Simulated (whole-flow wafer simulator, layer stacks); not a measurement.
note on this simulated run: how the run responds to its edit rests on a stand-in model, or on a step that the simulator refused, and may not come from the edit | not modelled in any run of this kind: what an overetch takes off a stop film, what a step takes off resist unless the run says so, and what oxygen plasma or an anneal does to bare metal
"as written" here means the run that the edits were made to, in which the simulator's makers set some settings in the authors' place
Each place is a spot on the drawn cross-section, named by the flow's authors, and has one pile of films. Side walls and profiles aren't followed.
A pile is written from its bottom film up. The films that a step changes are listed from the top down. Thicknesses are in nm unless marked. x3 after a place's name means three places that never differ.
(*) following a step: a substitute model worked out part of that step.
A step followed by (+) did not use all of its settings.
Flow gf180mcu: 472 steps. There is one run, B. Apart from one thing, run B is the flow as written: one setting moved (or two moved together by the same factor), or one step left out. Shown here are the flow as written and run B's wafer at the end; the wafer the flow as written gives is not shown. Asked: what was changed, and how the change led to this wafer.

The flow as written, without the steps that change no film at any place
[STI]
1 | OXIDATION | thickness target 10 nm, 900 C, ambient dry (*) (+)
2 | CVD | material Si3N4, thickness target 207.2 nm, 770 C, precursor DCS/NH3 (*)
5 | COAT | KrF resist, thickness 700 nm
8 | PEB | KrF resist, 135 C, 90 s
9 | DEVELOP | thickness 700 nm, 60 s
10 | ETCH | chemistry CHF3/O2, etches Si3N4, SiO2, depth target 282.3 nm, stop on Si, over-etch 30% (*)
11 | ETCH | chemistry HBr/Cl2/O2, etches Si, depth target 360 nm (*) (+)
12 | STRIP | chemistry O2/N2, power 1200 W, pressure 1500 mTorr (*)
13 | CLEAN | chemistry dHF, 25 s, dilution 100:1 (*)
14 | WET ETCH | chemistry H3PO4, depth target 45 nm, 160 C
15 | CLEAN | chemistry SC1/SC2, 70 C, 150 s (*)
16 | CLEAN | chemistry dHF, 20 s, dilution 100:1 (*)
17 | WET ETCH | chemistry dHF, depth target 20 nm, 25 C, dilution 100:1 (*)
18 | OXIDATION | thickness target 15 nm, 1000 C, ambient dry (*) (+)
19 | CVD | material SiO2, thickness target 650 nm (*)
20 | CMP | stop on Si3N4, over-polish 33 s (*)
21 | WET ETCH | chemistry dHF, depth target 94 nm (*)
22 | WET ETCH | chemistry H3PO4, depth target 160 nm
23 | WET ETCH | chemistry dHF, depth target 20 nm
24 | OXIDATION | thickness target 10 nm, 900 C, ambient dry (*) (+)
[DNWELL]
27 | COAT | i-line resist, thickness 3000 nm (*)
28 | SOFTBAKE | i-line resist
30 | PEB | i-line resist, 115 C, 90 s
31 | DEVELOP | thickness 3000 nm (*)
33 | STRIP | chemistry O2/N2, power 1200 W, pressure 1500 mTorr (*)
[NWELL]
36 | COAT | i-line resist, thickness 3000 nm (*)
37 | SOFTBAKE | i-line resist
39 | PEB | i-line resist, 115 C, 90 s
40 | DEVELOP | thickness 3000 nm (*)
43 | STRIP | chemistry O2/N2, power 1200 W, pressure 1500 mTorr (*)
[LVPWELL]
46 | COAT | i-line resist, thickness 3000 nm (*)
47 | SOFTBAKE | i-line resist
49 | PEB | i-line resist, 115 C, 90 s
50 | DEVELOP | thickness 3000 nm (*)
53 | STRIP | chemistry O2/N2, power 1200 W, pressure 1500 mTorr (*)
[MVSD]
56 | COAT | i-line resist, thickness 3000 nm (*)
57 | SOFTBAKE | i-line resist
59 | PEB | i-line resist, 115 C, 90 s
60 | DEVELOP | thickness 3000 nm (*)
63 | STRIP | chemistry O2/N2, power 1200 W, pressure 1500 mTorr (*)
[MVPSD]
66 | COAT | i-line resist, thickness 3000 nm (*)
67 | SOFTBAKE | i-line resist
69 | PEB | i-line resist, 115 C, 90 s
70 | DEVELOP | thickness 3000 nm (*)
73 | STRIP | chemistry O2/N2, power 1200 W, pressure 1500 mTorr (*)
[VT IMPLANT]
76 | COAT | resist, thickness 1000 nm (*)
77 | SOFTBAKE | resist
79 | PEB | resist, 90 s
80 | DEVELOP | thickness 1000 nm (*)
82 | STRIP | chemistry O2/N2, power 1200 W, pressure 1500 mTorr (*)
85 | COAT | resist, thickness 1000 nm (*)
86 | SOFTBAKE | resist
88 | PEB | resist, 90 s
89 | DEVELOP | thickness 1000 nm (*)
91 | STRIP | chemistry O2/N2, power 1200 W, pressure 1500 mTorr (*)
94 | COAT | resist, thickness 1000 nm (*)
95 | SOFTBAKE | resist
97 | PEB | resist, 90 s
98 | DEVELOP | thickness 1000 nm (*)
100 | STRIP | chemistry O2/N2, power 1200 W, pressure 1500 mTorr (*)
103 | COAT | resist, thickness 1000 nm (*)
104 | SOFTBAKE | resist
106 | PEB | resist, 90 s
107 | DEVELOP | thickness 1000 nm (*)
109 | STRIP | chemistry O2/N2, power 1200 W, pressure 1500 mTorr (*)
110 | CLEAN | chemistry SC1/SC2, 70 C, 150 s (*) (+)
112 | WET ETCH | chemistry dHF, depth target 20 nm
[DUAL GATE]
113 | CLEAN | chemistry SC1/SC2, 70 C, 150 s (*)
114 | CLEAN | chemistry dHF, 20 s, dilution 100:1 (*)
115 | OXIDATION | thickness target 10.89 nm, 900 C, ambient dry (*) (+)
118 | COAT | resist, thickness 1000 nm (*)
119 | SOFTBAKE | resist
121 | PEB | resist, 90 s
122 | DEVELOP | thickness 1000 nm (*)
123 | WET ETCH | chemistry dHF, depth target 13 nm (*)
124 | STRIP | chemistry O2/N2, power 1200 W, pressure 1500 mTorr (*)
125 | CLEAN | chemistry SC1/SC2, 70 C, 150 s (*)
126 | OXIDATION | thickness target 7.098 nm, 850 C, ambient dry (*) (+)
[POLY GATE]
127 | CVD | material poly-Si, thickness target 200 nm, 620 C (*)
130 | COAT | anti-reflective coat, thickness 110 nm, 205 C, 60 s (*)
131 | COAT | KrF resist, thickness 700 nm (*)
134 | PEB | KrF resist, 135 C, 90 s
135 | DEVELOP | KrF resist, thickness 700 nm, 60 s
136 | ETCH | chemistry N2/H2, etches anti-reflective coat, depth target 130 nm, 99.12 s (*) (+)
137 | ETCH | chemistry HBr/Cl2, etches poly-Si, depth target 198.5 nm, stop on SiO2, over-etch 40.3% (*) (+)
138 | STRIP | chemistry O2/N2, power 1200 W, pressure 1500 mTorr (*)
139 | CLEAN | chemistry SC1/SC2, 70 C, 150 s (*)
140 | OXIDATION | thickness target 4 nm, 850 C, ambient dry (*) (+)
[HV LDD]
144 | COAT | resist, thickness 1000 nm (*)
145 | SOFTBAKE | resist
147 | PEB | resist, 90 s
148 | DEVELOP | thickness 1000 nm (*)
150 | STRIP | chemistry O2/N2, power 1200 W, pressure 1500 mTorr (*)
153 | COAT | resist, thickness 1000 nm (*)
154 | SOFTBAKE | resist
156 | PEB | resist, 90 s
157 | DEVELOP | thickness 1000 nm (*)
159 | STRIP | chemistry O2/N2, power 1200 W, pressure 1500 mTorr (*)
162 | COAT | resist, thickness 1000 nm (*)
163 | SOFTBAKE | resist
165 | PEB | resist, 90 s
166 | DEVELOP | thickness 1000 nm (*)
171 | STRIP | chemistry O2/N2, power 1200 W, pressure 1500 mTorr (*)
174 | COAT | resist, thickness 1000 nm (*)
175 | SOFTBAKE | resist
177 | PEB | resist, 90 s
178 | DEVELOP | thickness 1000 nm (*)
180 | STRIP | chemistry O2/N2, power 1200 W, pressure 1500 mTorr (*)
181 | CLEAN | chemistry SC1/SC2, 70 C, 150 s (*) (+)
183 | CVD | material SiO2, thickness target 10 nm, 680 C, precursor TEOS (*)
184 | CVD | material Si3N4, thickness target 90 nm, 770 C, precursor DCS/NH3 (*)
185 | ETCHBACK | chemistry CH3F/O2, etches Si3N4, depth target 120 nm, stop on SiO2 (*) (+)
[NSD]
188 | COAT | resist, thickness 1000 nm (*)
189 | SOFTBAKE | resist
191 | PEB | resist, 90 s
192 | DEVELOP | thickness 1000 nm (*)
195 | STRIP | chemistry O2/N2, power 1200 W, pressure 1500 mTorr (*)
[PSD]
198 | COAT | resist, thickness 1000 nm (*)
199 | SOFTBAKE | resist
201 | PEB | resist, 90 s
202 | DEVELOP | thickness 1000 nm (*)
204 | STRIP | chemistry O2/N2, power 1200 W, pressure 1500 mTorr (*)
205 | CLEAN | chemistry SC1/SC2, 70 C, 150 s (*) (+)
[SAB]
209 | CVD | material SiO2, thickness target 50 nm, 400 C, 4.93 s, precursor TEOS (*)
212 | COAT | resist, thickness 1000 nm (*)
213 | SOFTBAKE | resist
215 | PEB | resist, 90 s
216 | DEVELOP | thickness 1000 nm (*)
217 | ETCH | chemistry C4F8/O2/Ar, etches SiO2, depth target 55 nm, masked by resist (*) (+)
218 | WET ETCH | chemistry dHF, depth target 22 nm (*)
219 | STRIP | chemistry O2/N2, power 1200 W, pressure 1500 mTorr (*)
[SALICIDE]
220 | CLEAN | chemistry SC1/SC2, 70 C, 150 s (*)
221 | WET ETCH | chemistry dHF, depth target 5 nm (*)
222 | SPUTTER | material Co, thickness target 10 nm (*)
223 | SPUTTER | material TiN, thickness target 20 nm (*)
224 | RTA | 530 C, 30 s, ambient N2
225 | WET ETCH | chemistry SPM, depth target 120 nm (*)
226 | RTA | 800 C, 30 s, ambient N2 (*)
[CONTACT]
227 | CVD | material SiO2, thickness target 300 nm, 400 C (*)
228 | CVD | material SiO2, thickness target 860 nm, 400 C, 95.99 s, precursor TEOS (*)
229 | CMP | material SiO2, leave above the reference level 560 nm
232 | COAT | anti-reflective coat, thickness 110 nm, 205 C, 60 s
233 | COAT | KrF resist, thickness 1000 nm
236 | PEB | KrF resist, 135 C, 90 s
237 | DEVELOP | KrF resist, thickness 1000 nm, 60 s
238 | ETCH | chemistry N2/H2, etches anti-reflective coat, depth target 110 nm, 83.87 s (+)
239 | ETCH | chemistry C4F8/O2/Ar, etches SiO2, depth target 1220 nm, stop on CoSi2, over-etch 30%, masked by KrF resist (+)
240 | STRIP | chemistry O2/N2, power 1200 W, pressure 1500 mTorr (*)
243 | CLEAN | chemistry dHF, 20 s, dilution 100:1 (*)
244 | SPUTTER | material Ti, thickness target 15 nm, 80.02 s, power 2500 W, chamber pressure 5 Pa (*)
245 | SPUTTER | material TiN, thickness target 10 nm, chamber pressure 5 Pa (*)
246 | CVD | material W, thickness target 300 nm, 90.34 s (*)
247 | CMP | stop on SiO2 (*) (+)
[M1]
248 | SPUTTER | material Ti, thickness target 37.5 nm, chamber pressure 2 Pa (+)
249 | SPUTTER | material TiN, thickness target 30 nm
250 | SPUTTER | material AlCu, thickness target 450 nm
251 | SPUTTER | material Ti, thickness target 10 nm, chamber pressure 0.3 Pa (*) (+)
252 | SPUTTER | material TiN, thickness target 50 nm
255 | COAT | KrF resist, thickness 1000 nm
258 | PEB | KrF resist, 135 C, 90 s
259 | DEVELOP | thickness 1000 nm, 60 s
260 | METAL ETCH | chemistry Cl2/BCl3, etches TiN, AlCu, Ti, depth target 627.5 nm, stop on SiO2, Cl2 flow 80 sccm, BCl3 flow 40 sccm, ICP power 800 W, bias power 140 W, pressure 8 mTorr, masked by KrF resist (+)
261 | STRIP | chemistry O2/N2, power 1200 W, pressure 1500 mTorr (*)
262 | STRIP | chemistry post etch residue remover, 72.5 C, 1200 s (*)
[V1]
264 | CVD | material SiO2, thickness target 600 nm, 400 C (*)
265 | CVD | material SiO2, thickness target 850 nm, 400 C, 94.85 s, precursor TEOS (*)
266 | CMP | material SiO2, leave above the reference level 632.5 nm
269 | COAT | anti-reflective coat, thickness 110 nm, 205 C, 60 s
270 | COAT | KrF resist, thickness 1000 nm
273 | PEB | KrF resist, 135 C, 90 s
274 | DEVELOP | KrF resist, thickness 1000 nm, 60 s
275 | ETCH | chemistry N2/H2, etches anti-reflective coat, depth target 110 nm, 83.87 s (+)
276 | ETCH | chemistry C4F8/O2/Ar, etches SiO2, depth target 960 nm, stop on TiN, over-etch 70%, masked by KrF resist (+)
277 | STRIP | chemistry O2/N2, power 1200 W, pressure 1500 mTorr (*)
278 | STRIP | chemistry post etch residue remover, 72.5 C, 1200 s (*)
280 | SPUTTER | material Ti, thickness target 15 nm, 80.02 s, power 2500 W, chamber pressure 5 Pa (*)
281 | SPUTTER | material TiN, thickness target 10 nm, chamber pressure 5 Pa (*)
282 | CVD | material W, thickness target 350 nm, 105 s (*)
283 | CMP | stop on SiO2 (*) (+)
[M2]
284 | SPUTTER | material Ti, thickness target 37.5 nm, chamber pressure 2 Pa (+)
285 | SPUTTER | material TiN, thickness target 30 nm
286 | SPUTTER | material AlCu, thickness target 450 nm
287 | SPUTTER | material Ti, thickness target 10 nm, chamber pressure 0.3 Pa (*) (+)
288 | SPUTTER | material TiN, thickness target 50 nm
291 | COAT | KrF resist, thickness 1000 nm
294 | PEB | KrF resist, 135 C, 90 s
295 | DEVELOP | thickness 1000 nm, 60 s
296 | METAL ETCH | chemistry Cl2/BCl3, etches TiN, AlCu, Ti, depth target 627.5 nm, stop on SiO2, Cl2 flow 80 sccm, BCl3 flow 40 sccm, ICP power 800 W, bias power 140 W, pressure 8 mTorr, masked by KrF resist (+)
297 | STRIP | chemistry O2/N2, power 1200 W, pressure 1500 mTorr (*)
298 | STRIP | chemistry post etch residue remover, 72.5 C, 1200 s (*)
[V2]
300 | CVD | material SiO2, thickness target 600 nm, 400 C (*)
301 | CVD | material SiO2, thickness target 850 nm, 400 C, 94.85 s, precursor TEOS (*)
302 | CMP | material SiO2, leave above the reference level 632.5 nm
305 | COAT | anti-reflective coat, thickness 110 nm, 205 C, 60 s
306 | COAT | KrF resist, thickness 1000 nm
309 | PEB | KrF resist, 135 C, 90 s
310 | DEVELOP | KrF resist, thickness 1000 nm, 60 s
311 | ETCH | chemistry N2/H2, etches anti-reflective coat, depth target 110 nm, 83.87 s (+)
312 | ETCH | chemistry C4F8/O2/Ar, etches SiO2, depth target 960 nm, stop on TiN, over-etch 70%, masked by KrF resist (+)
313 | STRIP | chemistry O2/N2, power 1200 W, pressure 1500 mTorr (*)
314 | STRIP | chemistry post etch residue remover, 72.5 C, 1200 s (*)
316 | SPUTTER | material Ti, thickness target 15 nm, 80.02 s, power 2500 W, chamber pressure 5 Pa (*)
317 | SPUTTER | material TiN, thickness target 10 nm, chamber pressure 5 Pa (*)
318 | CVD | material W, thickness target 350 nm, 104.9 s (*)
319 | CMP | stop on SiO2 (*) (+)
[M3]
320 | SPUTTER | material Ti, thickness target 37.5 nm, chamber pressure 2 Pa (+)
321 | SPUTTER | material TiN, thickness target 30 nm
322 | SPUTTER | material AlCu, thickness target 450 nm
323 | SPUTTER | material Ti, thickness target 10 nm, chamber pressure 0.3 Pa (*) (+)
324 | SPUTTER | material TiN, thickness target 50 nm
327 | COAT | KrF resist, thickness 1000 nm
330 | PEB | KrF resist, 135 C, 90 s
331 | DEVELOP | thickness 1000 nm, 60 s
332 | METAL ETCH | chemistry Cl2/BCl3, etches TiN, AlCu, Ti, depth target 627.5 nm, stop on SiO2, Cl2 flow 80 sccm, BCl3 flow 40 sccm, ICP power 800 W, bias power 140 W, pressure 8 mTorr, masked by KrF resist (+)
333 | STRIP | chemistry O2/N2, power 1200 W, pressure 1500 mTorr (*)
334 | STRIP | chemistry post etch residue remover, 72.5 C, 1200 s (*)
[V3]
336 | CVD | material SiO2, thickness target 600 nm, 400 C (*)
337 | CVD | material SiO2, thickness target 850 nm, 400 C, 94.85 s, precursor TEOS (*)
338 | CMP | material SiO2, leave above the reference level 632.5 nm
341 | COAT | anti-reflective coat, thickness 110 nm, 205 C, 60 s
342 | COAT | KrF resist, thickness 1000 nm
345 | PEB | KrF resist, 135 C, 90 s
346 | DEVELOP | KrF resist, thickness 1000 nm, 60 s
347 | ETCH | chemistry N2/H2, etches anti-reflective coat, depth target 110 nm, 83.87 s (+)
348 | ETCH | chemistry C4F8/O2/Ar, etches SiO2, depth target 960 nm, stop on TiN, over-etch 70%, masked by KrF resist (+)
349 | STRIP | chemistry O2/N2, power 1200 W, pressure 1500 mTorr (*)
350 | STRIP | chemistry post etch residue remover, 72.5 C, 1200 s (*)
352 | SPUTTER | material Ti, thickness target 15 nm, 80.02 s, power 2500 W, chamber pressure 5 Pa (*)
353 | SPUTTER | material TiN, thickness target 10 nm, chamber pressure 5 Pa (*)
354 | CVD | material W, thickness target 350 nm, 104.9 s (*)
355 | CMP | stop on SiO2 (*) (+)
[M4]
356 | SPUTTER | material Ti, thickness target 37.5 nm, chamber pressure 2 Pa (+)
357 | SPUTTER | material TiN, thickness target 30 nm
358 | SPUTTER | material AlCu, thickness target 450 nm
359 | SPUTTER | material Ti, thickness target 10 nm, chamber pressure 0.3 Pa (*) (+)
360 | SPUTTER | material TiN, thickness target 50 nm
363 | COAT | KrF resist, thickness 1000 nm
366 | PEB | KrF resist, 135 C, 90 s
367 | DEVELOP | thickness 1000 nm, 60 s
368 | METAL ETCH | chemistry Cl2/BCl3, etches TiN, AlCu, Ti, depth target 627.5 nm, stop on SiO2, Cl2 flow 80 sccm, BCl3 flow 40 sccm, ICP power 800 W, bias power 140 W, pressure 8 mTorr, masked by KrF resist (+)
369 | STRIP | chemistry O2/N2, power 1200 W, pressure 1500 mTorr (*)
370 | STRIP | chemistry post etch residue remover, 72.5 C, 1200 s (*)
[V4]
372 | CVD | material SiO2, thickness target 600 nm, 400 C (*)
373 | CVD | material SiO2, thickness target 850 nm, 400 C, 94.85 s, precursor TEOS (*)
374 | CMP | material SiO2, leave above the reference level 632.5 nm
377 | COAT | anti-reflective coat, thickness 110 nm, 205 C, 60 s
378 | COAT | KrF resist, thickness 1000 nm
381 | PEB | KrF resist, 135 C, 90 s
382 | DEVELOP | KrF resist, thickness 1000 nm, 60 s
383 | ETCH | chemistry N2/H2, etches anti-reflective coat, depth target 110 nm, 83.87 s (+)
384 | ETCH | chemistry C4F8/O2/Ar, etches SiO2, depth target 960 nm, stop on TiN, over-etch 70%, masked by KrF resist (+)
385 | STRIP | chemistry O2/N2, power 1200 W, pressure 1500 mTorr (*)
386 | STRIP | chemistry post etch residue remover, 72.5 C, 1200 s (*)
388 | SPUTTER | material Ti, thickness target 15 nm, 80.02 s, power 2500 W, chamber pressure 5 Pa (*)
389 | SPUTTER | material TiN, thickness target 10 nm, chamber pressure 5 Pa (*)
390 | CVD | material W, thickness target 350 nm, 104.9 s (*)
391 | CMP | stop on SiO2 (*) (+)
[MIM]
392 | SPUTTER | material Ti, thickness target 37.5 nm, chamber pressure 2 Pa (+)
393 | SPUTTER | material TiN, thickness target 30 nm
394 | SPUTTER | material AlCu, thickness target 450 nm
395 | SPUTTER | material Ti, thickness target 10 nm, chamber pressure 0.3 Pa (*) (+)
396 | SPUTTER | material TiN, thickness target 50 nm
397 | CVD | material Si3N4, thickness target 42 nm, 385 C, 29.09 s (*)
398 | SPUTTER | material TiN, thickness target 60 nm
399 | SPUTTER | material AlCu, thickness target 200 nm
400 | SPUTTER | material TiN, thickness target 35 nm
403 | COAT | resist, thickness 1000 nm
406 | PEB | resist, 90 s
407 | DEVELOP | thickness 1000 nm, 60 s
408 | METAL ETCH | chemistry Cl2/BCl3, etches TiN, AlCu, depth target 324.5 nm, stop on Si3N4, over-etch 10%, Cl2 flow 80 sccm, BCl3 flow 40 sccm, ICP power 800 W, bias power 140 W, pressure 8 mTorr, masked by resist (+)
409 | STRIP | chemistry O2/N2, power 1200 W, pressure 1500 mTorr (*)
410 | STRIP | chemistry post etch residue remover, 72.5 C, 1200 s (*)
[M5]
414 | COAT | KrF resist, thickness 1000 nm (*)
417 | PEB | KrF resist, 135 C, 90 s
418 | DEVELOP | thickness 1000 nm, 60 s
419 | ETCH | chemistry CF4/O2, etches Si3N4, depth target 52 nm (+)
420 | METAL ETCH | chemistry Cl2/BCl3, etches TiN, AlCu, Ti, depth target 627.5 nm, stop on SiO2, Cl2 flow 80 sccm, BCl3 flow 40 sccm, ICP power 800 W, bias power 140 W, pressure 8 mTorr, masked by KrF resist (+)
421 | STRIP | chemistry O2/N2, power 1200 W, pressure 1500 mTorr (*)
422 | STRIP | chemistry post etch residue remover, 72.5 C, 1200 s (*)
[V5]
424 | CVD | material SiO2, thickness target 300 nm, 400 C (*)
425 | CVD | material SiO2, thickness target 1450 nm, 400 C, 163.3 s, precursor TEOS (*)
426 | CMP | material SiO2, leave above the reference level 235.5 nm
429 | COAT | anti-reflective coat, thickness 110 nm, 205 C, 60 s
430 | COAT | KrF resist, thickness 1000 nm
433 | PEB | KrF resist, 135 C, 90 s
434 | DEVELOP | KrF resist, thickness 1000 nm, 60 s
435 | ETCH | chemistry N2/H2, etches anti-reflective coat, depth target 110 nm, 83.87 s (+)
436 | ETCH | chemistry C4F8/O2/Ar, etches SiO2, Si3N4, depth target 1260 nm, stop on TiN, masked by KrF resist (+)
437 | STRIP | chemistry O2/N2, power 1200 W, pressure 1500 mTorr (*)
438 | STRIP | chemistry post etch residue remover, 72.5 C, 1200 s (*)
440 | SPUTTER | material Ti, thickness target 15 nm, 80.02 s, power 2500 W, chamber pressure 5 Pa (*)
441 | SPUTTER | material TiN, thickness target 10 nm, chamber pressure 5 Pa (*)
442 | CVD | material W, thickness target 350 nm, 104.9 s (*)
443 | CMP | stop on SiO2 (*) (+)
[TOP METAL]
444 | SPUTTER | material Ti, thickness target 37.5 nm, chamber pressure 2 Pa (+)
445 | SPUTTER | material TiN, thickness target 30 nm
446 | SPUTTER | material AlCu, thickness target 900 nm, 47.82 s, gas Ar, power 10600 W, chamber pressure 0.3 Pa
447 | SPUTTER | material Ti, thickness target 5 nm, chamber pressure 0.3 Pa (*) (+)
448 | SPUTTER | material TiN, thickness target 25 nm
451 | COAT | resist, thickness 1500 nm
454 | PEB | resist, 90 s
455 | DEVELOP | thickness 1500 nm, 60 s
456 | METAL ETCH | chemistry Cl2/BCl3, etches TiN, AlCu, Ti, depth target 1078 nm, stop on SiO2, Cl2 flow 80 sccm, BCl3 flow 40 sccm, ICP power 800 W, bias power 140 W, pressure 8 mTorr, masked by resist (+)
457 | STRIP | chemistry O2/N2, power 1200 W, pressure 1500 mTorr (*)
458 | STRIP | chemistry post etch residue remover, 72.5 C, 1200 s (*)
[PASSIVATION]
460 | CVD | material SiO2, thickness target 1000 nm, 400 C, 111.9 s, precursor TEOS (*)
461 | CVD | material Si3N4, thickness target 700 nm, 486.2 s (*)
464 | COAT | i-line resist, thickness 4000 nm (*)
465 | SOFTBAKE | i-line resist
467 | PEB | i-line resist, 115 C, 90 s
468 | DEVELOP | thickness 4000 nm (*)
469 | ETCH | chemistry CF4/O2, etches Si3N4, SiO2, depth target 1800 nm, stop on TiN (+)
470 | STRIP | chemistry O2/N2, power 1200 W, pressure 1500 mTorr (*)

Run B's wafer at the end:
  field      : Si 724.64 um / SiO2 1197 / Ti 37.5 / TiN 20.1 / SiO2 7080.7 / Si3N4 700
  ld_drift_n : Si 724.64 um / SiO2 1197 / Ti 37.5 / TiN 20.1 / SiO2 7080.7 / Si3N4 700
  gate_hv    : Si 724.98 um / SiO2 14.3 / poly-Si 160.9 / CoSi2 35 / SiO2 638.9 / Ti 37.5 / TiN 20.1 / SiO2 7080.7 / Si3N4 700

What caused this: step 250, SPUTTER: thickness target 558 nm was run, whereas the flow has thickness target 450 nm.

Step by step, how the change led to this:
  250 | SPUTTER | material AlCu, thickness target 450 nm
      field, field__w1, field__w2 and 108 more: +558 AlCu (new film) (as written it would have been: +450 AlCu (new film))
  260 | METAL ETCH | chemistry Cl2/BCl3, etches TiN, AlCu, Ti, depth target 627.5 nm, stop on SiO2, Cl2 flow 80 sccm, BCl3 flow 40 sccm, ICP power 800 W, bias power 140 W, pressure 8 mTorr, masked by KrF resist (+)
      field, field__w1, field__w2 and 99 more: -50 TiN (all of it), -10 Ti (all of it), -558 AlCu (all of it), -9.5 TiN (as written it would have been: -50 TiN (all of it), -10 Ti (all of it), -450 AlCu (all of it), -30 TiN (all of it), -37.5 Ti (all of it))
  264 | CVD | material SiO2, thickness target 600 nm, 400 C (*)
      field, field__w1, field__w2 and 99 more: +600 SiO2 (new film) (as written it would have been: +600 SiO2)
  266 | CMP | material SiO2, leave above the reference level 632.5 nm
      field, field__w1, field__w2 and 99 more: -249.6 SiO2 (as written it would have been: -300 SiO2)
If metal films that touch count as one body, field has 1 body; the flow as written gives 0 bodies.
If metal films that touch count as one body, ld_drift_n has 1 body; the flow as written gives 0 bodies.
If metal films that touch count as one body, gate_hv has 2 bodies (between them, from the top down: SiO2 638.9); the flow as written gives 1 body.
